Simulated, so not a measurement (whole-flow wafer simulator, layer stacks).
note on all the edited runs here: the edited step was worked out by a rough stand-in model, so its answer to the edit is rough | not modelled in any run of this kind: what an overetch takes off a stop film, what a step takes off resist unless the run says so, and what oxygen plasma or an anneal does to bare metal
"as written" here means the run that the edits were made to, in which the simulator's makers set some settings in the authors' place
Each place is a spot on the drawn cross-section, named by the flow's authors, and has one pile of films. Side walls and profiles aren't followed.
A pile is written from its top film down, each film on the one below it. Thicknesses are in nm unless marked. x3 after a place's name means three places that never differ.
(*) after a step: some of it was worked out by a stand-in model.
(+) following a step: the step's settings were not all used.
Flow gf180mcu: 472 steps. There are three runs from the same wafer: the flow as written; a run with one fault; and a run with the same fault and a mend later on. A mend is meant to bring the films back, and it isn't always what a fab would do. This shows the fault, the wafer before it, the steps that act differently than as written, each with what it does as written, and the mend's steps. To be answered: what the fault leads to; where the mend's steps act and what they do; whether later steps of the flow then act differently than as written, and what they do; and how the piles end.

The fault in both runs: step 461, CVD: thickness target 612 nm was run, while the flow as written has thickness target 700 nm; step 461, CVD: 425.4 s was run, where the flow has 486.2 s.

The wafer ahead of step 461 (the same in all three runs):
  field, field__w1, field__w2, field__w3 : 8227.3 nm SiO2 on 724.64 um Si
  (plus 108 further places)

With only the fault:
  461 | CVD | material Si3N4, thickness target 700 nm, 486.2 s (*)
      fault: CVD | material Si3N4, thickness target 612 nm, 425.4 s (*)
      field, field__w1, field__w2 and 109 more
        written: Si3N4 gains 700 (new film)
        fault: Si3N4 gains 612.5 (new film)
  Steps later in the flow that act otherwise than as written (not shown: 5 more steps that differ only slightly, by at most 2% or 0.5 nm, whichever is larger):
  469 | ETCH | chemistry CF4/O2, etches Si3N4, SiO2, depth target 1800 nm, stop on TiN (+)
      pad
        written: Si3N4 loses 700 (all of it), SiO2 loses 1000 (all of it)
        fault: Si3N4 loses 612.5 (all of it), SiO2 loses 1000 (all of it)
  The piles end different from the flow's at field, field__w1, field__w2 and 108 more by more than 2% or 0.5 nm, whichever is larger.
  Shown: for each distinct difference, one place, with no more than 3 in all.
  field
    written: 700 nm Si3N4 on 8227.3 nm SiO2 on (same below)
    fault: 612.5 nm Si3N4 on 8227.3 nm SiO2 on (same below)
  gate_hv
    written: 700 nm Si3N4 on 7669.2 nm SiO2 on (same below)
    fault: 612.5 nm Si3N4 on 7669.2 nm SiO2 on (same below)
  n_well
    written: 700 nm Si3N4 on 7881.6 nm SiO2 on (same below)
    fault: 612.5 nm Si3N4 on 7881.6 nm SiO2 on (same below)

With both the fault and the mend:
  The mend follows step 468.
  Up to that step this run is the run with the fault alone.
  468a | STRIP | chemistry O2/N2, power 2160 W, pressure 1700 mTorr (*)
      iso_ptap_pw, iso_ntap_nw, iso_nw_fld and 33 more
        i-line resist loses 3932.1 (all of it)
      p_well, sti, spacer, sd_n, mim_1p0, dice_street
        i-line resist loses 3938.2 (all of it)
      n_well, sd_p, gate_p, nw_enc_fld_lv__w3
        i-line resist loses 3976.7 (all of it)
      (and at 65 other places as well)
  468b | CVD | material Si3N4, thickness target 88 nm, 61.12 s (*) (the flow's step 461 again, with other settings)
      field, field__w1, field__w2 and 109 more
        Si3N4 gains 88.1
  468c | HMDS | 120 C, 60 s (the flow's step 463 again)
      does not change any film at any place that is followed
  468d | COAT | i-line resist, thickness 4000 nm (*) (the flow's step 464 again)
      iso_ptap_pw, iso_ntap_nw, iso_nw_fld and 33 more
        i-line resist gains 4000 (new film)
      p_well, sti, spacer, sd_n, mim_1p0, dice_street
        i-line resist gains 4006.3 (new film)
      field__w5, field__w9, field__w11, gate_p_hv, nplus_u
        i-line resist gains 4017 (new film)
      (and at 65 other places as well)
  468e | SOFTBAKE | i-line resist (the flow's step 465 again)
      field__w2, field_sub__w3, field_sub__w4
        i-line resist gains 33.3
      field__w11, field__w13, ppoly_u
        i-line resist gains 37.5
      field__w6, field_sub
        i-line resist gains 32.7
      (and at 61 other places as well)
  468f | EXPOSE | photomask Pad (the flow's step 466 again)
      does not change any film at any place that is followed
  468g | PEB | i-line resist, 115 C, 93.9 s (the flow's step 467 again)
      iso_ptap_pw, iso_ntap_nw, iso_nw_fld and 33 more
        i-line resist loses 67.9
      field, field__w2, field__w3 and 25 more
        i-line resist loses 68.8
      field_sub, field_sub__w1, field_sub__w2 and 23 more
        i-line resist loses 68.7
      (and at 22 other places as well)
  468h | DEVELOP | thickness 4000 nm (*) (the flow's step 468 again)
      field__w12, field_sub__w1, field_sub__w3 and 21 more
        i-line resist loses 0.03
      pad
        i-line resist loses 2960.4 (all of it)
  Every later step of the flow that is run acts as written, at every place that is followed, to within 2% or 0.5 nm, whichever is larger.
  When the end is reached, the piles differ only a little from the flow's at the places that both follow, at most by 2% or 0.5 nm, whichever is larger.
